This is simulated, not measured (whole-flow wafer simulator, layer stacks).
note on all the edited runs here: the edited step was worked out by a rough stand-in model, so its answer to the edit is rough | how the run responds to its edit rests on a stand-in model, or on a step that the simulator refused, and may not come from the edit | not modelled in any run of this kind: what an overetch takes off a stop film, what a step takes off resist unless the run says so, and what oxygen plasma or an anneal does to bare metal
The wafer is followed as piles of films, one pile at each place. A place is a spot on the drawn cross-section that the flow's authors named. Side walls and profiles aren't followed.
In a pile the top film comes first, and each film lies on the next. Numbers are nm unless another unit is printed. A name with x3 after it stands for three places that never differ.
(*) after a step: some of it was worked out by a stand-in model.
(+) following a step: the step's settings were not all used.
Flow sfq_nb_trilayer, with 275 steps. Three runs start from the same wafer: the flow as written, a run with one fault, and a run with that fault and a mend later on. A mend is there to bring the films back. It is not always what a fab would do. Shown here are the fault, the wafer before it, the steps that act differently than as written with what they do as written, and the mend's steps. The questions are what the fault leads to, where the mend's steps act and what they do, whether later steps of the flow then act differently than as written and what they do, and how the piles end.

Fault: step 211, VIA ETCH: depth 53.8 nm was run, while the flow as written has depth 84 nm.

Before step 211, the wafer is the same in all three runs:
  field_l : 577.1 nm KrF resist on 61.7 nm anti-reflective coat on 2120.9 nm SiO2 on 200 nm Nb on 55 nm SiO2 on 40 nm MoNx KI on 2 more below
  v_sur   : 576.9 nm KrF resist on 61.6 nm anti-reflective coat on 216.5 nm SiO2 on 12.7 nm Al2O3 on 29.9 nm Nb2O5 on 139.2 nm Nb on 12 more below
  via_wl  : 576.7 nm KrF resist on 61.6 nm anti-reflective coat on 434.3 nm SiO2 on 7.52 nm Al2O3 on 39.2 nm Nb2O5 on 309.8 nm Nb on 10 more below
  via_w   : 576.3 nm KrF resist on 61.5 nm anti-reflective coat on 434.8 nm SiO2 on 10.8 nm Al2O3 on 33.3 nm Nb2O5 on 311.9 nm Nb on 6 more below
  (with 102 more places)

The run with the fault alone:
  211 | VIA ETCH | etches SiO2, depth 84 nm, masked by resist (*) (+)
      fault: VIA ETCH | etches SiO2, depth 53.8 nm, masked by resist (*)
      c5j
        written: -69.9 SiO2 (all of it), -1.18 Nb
        fault: -53.8 SiO2
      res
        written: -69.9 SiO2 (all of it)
        fault: -53.8 SiO2
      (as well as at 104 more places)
  Later steps of the flow acting differently than as written (5 more steps, not shown, differ only slightly: by at most 2% or 0.5 nm, whichever is larger):
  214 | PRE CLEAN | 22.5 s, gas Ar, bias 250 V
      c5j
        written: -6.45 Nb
        fault: -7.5 SiO2
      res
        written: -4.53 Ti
        fault: -7.5 SiO2
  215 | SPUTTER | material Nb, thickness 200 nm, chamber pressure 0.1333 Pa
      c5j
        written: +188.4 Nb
        fault: +193.4 Nb (new film)
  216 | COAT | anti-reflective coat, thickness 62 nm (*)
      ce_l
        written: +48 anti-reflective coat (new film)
        fault: +52.2 anti-reflective coat (new film)
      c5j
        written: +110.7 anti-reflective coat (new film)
        fault: +99.1 anti-reflective coat (new film)
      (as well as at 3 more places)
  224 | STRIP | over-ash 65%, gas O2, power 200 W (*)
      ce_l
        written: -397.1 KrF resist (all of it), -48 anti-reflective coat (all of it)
        fault: -394.6 KrF resist (all of it), -52.2 anti-reflective coat (all of it)
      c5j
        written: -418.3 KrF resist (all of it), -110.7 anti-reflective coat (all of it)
        fault: -410.7 KrF resist (all of it), -99.1 anti-reflective coat (all of it)
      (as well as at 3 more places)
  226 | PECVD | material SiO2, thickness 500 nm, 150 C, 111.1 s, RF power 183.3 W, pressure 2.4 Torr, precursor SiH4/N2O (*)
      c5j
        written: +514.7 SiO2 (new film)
        fault: +500 SiO2 (new film)
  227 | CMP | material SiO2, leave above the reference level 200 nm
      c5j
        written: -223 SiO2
        fault: -229.5 SiO2
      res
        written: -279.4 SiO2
        fault: -295 SiO2
  The piles end different from the flow's at c5j, res by more than 2% or 0.5 nm, whichever is larger.
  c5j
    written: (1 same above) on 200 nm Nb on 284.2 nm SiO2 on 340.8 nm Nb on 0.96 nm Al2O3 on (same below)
    fault: (1 same above) on 200 nm Nb on 263 nm SiO2 on 193.4 nm Nb on 8.59 nm SiO2 on 160 nm Nb on 0.96 nm Al2O3 on (same below)
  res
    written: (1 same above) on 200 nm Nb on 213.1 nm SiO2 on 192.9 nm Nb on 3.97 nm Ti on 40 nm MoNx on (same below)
    fault: (1 same above) on 200 nm Nb on 197.5 nm SiO2 on 195.5 nm Nb on 8.56 nm SiO2 on 8.5 nm Ti on 40 nm MoNx on (same below)

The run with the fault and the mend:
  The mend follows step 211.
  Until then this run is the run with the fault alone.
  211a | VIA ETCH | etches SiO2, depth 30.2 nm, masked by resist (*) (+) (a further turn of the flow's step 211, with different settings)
      field_l, v_sur, via_wl and 101 more
        -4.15 KrF resist
      c5j
        -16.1 SiO2 (all of it), -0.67 Nb
      res
        -16.1 SiO2 (all of it)
  Every later step of the flow that is run acts as written, at every place that is followed, to within 2% or 0.5 nm, whichever is larger.
  The piles end only slightly different from the flow's at the places that both follow, by no more than 2% or 0.5 nm, whichever is larger.
